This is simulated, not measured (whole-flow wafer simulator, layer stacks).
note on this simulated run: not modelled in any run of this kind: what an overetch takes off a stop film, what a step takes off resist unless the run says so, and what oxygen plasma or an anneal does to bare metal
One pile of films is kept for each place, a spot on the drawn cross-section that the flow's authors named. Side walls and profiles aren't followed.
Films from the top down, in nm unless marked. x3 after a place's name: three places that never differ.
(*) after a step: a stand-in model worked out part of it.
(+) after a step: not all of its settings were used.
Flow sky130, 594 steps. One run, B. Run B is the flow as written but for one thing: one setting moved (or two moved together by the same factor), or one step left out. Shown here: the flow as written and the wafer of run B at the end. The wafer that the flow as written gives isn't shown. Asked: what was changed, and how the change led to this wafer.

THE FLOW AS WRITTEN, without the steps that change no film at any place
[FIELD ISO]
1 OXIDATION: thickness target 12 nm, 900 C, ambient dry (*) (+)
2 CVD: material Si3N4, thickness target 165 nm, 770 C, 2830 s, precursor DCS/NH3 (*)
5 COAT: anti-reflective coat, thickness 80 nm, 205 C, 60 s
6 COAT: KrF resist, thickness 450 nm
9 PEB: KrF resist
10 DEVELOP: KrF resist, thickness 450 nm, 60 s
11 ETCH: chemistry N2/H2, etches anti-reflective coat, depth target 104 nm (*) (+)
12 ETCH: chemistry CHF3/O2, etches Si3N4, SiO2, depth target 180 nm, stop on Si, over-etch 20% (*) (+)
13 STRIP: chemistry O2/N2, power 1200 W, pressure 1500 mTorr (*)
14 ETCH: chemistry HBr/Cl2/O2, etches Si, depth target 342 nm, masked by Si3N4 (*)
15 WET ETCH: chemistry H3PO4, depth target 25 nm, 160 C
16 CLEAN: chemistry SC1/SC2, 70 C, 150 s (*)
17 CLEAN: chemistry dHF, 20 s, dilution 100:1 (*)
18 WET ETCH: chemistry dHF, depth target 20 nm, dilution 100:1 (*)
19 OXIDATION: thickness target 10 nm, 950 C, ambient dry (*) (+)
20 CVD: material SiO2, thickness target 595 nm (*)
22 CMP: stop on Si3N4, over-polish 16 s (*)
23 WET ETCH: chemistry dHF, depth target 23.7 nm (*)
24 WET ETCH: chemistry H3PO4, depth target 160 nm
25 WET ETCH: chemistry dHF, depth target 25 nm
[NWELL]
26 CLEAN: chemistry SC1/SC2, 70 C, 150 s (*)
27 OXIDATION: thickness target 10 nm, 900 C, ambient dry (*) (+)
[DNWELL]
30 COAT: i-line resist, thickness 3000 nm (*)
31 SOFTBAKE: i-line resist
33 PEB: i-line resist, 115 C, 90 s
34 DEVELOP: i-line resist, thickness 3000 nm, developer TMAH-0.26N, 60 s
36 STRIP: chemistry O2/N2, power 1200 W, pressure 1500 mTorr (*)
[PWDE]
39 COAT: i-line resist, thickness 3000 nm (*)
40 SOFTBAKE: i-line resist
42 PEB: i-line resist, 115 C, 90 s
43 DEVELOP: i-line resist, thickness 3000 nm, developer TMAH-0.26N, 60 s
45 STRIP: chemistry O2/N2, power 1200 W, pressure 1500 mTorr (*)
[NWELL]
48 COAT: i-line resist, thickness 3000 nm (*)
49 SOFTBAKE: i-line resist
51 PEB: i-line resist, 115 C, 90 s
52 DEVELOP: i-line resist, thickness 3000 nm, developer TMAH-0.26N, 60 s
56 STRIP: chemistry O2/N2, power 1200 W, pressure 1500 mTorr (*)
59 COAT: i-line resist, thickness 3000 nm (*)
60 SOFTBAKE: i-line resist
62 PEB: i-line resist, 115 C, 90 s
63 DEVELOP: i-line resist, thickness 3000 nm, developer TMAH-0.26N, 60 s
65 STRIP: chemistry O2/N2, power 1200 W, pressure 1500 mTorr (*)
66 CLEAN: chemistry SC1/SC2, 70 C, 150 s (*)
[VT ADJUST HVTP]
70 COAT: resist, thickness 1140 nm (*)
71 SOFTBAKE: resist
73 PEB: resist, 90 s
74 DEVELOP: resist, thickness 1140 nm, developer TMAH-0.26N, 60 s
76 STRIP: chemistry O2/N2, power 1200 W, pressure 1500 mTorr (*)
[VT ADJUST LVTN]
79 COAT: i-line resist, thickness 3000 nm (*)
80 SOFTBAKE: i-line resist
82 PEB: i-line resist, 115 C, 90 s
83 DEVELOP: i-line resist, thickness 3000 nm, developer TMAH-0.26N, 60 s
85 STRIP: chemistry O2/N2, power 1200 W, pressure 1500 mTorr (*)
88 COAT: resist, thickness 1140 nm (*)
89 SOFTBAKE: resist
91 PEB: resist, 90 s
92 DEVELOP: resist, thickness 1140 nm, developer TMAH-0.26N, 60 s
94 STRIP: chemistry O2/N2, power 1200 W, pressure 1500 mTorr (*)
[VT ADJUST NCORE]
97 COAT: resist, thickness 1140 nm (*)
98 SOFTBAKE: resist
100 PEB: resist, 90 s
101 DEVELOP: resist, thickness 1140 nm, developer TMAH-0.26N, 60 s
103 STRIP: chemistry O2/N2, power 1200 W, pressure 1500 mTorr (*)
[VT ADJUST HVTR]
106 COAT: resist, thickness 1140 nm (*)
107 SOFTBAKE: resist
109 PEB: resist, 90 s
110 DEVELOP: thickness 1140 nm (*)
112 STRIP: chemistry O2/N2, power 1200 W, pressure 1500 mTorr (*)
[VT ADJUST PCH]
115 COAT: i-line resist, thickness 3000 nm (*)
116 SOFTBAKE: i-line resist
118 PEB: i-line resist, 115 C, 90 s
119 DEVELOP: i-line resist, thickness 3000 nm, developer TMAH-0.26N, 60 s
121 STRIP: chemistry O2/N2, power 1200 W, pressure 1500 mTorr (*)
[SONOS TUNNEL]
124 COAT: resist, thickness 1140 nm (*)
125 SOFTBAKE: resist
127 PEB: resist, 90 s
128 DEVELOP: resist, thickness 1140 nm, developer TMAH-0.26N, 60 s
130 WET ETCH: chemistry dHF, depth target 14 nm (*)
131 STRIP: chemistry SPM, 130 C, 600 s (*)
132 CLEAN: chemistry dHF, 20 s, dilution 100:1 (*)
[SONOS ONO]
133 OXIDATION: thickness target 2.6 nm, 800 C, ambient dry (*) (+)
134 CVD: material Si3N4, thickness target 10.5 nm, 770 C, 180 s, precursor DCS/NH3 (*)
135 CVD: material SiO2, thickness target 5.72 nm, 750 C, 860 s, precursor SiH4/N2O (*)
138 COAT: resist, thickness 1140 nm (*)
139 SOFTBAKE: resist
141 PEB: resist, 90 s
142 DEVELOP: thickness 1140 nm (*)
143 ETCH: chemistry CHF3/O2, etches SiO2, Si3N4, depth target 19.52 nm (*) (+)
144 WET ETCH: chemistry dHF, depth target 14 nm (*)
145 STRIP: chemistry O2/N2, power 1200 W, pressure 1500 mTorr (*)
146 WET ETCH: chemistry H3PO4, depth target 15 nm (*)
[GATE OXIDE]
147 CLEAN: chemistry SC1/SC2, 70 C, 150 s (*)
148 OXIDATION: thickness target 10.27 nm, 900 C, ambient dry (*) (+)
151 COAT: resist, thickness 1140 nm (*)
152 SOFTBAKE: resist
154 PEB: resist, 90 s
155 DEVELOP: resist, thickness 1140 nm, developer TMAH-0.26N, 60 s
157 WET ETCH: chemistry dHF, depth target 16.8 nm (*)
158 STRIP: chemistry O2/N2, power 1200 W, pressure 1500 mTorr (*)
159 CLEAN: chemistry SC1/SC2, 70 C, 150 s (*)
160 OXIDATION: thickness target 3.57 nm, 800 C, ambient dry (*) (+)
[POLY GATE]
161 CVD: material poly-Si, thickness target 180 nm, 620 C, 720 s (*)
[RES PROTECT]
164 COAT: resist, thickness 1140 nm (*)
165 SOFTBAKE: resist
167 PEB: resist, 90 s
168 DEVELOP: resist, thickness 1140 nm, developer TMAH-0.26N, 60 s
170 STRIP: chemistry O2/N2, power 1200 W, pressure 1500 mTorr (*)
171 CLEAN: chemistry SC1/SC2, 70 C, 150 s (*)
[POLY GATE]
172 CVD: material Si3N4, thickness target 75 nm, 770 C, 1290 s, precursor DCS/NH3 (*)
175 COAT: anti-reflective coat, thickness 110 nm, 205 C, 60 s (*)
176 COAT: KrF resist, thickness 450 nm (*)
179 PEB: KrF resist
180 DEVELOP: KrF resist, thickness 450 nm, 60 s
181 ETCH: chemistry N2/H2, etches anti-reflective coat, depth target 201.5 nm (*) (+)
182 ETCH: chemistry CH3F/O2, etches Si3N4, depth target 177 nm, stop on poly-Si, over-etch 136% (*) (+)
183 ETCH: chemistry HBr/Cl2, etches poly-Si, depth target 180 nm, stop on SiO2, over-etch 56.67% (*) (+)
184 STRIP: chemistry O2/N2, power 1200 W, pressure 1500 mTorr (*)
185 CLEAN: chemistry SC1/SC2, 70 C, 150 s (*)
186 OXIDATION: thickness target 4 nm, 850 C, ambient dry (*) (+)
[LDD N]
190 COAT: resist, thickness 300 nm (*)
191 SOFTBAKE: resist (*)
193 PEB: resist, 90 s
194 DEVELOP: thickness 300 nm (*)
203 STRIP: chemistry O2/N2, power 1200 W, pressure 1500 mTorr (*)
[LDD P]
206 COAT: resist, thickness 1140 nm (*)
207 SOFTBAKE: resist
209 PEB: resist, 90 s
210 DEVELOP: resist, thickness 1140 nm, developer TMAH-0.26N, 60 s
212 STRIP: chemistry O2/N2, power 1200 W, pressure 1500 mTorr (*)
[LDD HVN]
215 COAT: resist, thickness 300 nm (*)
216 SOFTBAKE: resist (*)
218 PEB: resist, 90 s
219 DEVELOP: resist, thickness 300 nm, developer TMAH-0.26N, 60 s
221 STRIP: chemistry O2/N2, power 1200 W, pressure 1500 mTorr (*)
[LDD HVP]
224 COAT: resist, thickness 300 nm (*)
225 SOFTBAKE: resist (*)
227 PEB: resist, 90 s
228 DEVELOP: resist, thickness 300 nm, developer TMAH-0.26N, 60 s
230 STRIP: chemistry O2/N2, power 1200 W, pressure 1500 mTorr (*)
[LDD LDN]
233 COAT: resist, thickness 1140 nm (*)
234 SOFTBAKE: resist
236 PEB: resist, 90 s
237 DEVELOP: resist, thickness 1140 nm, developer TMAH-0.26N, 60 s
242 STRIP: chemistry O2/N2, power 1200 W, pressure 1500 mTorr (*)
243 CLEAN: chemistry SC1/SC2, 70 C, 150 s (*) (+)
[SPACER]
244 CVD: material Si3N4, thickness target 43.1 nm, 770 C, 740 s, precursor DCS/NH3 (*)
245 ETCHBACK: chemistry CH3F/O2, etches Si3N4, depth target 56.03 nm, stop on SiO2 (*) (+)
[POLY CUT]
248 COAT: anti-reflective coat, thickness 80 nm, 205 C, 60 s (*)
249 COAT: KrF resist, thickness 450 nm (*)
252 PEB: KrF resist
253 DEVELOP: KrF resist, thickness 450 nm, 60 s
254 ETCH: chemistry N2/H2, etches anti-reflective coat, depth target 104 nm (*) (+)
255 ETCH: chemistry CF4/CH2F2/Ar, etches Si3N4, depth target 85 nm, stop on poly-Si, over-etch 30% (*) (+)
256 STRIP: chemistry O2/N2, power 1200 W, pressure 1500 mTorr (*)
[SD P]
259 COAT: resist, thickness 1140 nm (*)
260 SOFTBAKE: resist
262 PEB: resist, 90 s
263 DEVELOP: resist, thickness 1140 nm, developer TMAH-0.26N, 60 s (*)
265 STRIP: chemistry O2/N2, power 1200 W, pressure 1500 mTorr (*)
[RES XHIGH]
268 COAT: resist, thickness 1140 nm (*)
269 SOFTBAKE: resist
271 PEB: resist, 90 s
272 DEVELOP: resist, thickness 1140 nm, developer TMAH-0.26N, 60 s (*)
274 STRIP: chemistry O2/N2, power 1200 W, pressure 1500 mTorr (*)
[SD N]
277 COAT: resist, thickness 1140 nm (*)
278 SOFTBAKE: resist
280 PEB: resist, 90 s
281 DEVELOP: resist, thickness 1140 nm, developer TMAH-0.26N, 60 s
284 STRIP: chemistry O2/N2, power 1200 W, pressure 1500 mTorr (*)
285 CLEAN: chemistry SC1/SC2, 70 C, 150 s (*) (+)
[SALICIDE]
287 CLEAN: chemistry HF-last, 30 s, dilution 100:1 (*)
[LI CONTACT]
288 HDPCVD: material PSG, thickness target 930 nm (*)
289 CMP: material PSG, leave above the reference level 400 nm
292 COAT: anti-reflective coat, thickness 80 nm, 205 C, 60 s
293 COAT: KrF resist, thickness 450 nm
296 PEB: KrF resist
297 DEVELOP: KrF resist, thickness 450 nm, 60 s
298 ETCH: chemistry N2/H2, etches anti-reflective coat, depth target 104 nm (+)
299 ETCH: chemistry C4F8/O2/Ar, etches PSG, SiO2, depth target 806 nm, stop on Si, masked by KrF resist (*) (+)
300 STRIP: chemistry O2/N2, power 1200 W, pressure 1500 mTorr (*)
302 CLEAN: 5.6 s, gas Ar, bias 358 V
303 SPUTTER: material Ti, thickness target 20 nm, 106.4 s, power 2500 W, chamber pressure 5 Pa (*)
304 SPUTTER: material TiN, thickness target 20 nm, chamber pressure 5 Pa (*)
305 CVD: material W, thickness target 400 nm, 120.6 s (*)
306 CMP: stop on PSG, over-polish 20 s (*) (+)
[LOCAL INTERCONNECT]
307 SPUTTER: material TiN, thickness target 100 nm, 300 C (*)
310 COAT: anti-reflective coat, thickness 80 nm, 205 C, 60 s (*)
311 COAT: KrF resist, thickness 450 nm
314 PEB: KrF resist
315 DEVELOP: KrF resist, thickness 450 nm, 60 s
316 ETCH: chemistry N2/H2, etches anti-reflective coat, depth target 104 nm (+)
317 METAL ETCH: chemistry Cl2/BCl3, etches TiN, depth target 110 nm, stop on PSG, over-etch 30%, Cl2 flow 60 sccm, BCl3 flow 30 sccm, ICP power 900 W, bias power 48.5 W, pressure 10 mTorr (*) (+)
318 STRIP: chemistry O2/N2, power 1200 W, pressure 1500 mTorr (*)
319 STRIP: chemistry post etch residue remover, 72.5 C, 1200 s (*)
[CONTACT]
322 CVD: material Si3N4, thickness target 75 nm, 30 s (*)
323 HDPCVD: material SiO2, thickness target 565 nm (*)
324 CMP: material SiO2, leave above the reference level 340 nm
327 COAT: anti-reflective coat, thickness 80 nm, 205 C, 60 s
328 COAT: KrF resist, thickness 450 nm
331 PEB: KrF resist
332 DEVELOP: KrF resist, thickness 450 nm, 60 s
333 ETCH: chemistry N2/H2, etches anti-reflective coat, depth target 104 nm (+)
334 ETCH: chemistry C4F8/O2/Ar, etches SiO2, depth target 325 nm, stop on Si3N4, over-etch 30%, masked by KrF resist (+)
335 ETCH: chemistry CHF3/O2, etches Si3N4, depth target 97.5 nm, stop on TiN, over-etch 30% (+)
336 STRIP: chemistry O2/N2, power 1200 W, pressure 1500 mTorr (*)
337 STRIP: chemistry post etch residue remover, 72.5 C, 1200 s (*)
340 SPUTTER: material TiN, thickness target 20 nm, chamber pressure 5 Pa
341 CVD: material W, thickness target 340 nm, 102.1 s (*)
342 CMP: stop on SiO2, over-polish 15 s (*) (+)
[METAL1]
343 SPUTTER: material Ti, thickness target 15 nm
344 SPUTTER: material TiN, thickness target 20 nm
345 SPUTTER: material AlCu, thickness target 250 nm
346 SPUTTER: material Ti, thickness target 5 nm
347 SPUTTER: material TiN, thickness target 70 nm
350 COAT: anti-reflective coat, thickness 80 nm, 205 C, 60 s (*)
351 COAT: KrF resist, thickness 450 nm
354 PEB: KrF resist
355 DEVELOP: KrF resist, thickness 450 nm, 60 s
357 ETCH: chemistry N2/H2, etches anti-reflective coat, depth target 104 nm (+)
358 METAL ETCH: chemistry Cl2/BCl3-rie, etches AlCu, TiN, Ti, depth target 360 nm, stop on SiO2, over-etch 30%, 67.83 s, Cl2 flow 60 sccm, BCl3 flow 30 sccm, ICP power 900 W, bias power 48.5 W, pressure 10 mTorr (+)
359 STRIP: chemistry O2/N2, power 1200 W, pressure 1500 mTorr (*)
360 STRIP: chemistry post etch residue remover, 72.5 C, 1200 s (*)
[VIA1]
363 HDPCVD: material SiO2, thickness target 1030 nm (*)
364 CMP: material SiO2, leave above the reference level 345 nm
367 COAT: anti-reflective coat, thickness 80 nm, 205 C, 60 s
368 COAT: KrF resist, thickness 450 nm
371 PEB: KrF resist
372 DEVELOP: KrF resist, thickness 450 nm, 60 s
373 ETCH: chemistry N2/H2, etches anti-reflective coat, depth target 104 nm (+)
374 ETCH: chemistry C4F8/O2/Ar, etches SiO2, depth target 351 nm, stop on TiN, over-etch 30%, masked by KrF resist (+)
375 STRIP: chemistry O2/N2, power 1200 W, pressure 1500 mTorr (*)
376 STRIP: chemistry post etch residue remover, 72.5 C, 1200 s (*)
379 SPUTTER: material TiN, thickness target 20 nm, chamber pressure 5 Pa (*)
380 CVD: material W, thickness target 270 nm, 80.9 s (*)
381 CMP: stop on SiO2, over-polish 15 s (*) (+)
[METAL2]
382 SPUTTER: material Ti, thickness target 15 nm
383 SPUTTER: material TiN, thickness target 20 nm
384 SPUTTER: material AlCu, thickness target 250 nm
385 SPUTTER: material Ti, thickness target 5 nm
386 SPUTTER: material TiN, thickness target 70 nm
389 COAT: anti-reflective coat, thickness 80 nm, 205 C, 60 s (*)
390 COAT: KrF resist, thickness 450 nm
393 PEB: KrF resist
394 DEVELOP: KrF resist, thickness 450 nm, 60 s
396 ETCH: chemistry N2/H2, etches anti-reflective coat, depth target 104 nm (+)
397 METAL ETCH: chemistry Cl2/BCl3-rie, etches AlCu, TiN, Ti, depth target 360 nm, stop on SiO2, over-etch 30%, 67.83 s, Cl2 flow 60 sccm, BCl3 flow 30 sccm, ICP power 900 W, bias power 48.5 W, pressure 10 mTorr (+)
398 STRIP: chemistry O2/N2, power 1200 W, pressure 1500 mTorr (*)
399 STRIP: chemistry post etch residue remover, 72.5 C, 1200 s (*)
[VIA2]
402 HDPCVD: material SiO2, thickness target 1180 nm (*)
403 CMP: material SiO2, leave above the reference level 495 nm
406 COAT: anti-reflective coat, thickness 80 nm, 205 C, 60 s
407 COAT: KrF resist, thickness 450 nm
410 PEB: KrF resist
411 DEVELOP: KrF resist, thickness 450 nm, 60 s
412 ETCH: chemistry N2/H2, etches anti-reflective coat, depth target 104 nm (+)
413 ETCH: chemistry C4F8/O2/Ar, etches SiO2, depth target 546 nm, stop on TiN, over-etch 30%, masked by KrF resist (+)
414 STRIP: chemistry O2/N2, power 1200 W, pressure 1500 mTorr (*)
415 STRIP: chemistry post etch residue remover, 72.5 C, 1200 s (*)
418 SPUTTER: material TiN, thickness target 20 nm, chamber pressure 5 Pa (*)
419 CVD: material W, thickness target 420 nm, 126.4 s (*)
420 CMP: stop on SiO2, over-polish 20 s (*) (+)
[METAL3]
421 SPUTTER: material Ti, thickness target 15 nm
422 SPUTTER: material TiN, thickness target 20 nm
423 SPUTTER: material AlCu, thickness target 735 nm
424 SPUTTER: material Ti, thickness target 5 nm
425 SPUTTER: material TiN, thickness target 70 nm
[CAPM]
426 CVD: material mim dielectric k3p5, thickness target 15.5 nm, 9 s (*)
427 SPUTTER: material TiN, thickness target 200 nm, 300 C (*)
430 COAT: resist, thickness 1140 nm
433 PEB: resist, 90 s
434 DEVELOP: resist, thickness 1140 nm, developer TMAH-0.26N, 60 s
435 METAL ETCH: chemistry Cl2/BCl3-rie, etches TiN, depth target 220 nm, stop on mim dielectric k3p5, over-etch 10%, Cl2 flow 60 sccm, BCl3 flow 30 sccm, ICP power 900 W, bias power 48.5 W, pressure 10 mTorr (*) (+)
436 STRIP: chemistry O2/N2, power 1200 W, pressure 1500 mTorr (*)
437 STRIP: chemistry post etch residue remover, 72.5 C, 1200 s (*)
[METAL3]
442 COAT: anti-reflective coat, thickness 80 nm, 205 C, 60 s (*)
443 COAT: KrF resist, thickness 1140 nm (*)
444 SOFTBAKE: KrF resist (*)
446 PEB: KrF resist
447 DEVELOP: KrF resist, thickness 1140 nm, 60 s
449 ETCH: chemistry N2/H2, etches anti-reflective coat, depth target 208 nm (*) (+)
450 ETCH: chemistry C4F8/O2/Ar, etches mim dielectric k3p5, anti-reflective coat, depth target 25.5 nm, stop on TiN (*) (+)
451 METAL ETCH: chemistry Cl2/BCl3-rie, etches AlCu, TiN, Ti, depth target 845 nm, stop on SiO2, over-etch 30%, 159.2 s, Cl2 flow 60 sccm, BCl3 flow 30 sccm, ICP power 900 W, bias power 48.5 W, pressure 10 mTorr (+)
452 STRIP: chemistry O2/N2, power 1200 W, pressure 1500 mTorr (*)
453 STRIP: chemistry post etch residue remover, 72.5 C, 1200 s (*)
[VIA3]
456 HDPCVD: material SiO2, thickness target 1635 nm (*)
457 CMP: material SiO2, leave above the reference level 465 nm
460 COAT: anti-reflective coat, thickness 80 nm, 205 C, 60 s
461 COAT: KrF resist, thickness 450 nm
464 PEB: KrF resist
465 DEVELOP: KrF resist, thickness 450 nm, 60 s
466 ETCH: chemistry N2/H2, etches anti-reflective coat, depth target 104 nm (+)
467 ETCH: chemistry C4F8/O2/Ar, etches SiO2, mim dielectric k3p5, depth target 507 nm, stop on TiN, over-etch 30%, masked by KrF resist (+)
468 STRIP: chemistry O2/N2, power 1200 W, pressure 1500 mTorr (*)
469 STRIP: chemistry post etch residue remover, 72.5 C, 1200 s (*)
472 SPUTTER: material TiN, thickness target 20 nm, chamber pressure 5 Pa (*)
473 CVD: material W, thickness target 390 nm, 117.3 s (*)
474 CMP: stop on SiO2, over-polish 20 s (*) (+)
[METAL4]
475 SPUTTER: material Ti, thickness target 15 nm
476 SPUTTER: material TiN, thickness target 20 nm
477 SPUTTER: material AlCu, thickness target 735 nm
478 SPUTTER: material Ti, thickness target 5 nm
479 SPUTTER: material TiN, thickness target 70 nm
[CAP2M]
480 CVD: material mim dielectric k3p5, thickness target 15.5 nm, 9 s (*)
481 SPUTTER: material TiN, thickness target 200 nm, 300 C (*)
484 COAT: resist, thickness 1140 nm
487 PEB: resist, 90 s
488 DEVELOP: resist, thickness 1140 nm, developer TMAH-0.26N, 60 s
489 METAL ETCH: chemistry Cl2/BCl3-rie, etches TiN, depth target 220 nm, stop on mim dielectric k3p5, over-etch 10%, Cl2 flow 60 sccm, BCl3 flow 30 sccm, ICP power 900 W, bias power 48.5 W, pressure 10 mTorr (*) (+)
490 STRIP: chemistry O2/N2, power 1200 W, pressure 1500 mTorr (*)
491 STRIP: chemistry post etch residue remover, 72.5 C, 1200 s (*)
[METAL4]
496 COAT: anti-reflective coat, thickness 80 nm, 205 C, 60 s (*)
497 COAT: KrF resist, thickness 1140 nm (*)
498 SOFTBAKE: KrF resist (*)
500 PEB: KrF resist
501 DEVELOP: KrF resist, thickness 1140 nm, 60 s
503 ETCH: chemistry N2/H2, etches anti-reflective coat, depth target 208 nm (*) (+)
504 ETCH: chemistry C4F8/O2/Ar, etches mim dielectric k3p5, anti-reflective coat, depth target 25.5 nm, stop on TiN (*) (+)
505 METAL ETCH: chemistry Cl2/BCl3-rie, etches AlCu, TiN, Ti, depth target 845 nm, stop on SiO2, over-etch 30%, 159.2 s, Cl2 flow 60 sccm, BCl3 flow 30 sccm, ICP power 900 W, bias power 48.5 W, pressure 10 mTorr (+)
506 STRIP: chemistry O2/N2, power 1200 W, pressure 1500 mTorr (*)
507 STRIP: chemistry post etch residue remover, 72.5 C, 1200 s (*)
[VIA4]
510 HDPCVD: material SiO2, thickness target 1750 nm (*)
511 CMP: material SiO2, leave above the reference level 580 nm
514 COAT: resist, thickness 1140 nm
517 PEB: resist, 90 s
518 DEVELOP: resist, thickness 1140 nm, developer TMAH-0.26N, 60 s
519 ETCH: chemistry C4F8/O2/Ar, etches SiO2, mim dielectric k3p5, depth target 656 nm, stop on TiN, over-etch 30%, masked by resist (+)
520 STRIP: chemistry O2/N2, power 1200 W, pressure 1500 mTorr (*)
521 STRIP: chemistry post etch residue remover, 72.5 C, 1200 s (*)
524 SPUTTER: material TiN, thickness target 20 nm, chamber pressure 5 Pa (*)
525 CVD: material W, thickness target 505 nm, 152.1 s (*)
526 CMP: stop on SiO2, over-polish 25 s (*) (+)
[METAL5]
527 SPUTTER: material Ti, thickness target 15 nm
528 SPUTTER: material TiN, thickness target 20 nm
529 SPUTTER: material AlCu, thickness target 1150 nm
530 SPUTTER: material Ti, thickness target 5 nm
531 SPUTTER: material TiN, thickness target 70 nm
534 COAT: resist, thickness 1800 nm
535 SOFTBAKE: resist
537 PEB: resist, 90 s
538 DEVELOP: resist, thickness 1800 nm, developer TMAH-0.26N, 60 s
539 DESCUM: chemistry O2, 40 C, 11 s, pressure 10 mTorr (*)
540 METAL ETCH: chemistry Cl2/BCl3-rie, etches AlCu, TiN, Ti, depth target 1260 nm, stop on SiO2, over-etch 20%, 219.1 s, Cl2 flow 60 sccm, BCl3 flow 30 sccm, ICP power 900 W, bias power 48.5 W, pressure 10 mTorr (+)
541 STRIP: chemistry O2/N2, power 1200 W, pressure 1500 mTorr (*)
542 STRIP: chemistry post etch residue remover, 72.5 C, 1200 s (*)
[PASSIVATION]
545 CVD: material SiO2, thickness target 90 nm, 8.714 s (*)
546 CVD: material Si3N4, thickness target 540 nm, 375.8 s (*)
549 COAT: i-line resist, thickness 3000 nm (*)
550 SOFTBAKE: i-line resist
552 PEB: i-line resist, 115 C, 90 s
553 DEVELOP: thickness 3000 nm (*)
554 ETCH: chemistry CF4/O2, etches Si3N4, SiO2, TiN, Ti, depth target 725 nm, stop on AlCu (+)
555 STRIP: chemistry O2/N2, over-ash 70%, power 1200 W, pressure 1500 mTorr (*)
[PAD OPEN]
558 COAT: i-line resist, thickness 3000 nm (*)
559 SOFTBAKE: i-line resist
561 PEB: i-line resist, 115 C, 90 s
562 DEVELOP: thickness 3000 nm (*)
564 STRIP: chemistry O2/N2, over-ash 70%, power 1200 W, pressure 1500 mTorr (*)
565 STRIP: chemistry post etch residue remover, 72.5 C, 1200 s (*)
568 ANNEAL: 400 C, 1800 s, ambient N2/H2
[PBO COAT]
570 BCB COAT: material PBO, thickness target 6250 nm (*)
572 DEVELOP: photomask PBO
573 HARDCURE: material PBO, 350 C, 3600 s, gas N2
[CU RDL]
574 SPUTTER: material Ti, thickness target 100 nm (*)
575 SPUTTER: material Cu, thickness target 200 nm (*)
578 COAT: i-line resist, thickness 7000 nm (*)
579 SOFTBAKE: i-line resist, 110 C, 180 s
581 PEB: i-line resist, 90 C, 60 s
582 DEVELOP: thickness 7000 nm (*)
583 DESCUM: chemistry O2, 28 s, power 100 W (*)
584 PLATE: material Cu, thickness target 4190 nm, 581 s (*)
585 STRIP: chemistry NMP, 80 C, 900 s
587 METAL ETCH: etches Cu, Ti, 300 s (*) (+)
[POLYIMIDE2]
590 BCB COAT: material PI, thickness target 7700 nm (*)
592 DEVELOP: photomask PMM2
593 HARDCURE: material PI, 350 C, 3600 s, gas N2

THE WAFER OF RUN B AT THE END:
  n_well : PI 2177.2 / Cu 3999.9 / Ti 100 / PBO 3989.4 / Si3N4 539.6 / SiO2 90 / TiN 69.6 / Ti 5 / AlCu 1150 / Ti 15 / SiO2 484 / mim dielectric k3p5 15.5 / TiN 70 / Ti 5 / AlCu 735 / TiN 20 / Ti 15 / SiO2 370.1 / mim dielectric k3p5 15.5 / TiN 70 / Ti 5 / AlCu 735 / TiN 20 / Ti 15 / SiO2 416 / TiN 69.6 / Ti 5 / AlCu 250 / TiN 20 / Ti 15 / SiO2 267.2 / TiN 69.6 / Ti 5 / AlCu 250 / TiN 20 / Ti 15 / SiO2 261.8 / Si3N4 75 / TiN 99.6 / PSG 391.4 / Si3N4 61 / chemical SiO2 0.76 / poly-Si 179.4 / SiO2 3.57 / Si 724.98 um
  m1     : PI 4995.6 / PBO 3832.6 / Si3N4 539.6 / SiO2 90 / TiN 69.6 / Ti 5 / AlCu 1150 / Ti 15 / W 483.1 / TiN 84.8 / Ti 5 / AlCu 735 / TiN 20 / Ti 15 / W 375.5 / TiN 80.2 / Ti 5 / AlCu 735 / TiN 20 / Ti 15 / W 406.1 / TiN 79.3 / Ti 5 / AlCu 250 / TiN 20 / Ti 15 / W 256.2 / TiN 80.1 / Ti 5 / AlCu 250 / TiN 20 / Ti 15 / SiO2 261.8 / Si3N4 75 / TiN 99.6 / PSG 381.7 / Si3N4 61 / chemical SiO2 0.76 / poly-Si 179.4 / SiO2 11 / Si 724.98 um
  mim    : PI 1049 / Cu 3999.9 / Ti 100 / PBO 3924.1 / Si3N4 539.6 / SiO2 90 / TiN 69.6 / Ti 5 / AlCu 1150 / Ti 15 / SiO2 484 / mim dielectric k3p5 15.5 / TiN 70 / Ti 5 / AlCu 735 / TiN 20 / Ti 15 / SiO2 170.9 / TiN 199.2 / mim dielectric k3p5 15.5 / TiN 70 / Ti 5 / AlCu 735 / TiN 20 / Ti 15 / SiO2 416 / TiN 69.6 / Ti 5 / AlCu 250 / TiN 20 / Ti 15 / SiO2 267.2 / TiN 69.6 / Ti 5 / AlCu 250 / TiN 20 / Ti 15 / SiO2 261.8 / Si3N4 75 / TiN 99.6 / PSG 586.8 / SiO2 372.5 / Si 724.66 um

The cause: step 528, SPUTTER: material TiN, thickness target 20 nm, was left out.

How the change led to this, step by step:
  540 METAL ETCH: chemistry Cl2/BCl3-rie, etches AlCu, TiN, Ti, depth target 1260 nm, stop on SiO2, over-etch 20%, 219.1 s, Cl2 flow 60 sccm, BCl3 flow 30 sccm, ICP power 900 W, bias power 48.5 W, pressure 10 mTorr (+)
      field, active, gate and 175 more: TiN -70 (all of it), Ti -5 (all of it), AlCu -1150 (all of it), Ti -15 (all of it), SiO2 -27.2 (as written it would be: TiN -70 (all of it), Ti -5 (all of it), AlCu -1150 (all of it), TiN -20 (all of it), Ti -15 (all of it), SiO2 -25.2)
  550 SOFTBAKE: i-line resist
      gate: i-line resist -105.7 (as written it would be: i-line resist -108)
      m1: i-line resist -129 (as written it would be: i-line resist -131.9)
      (and at 16 more places)
  552 PEB: i-line resist, 115 C, 90 s
      iso_guard__w2: i-line resist -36 (as written it would be: i-line resist -36.8)
  559 SOFTBAKE: i-line resist
      gate: i-line resist -105.7 (as written it would be: i-line resist -108)
      gate_hv: i-line resist +25.5 (as written it would be: i-line resist +26.1)
      (and at 17 more places)
  561 PEB: i-line resist, 115 C, 90 s
      iso_guard__w2: i-line resist -36 (as written it would be: i-line resist -36.8)
  578 COAT: i-line resist, thickness 7000 nm (*)
      pad: i-line resist +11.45 um (new film) (as written it would be: i-line resist +11.43 um (new film))
  582 DEVELOP: thickness 7000 nm (*)
      pad: i-line resist -11.45 um (all of it) (as written it would be: i-line resist -11.43 um (all of it))
